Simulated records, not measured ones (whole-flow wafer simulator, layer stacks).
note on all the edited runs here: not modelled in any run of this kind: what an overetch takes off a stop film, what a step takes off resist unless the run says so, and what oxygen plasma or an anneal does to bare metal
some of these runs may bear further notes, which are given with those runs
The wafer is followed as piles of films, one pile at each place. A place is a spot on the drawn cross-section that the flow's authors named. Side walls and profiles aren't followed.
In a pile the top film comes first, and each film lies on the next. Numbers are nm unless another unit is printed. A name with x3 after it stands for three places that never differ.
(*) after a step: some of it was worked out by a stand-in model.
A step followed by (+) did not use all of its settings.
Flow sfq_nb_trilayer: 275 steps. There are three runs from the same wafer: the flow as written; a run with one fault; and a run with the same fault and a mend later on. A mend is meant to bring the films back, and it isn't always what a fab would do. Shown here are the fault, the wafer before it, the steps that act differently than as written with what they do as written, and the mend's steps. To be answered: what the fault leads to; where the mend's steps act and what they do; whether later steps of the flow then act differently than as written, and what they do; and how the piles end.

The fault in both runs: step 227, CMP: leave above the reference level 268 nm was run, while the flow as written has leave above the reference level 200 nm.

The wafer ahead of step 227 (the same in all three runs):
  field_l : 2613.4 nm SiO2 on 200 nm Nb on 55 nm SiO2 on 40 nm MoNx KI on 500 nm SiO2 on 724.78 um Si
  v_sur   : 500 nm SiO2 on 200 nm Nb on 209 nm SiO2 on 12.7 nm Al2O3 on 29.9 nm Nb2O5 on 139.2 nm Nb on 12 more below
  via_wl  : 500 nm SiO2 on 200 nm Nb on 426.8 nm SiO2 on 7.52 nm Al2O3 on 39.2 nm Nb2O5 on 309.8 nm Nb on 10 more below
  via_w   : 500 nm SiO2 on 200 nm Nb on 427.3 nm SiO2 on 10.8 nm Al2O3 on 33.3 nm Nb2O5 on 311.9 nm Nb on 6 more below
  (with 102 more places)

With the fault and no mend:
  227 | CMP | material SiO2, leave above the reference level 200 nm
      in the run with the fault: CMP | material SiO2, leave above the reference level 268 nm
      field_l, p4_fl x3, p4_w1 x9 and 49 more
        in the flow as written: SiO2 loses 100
        in the run with the fault: SiO2 loses 32
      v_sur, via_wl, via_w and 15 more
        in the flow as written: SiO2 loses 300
        in the run with the fault: SiO2 loses 232
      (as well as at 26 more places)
  Steps later in the flow that act otherwise than as written (4 more steps, not shown, differ only slightly: by at most 2% or 0.5 nm, whichever is larger):
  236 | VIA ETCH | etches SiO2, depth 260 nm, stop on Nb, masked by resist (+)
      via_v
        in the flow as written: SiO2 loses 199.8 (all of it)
        in the run with the fault: SiO2 loses 260
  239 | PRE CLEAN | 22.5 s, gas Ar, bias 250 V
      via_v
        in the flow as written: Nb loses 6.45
        in the run with the fault: SiO2 loses 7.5
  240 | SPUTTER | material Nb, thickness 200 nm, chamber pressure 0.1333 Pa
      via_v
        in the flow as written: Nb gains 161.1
        in the run with the fault: Nb gains 146.9 (new film)
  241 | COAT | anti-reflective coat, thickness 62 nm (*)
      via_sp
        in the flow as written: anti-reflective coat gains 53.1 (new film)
        in the run with the fault: anti-reflective coat gains 50 (new film)
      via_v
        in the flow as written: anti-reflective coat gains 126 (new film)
        in the run with the fault: anti-reflective coat gains 129.5 (new film)
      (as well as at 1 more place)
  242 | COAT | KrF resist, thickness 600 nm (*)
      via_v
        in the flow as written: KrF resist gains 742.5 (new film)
        in the run with the fault: KrF resist gains 801.5 (new film)
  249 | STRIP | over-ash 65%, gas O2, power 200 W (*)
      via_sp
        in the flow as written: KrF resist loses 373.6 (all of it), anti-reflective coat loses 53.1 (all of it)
        in the run with the fault: KrF resist loses 369.5 (all of it), anti-reflective coat loses 50 (all of it)
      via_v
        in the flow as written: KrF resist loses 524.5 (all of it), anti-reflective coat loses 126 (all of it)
        in the run with the fault: KrF resist loses 583.4 (all of it), anti-reflective coat loses 129.5 (all of it)
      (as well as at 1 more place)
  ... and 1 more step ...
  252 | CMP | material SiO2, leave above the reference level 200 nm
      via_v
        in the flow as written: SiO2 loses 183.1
        in the run with the fault: SiO2 loses 157.1
  The piles end different from the flow's at field_l, v_sur, via_wl and 103 more by more than 2% or 0.5 nm, whichever is larger.
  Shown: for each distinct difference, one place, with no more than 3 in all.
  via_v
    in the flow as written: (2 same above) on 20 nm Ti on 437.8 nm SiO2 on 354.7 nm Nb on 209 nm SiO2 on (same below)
    in the run with the fault: (2 same above) on 20 nm Ti on 513.3 nm SiO2 on 146.9 nm Nb on 0.34 nm SiO2 on 200 nm Nb on 209 nm SiO2 on (same below)
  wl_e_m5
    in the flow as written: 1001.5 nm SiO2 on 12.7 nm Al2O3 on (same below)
    in the run with the fault: 1069.5 nm SiO2 on 12.7 nm Al2O3 on (same below)
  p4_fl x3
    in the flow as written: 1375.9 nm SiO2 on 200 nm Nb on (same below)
    in the run with the fault: 1443.9 nm SiO2 on 200 nm Nb on (same below)

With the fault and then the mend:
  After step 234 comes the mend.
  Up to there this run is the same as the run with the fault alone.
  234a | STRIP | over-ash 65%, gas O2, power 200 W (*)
      field_l, v_sur, via_wl and 102 more
        KrF resist loses 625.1 (all of it), anti-reflective coat loses 62 (all of it)
      via_v
        anti-reflective coat loses 62 (all of it)
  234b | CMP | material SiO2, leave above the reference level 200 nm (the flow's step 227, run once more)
      field_l, v_sur, via_wl and 103 more
        SiO2 loses 68
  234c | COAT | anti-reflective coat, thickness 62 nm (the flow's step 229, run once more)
      field_l, v_sur, via_wl and 103 more
        anti-reflective coat gains 62 (new film)
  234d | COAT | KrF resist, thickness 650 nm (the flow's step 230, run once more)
      field_l, v_sur, via_wl and 103 more
        KrF resist gains 650 (new film)
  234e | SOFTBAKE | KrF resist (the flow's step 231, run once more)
      alters no film at any place that is followed
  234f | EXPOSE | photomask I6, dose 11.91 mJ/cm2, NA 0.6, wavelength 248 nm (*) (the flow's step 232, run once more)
      alters no film at any place that is followed
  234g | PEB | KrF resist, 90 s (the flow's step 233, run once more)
      field_l, v_sur, via_wl and 103 more
        KrF resist loses 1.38
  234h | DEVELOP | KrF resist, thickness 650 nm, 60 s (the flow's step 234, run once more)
      field_l, v_sur, via_wl and 102 more
        KrF resist loses 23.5
      via_v
        KrF resist loses 648.6 (all of it)
  Later steps of the flow that are run all act as written at every place that is followed.
  The piles end the same as the flow's at every place that both follow.
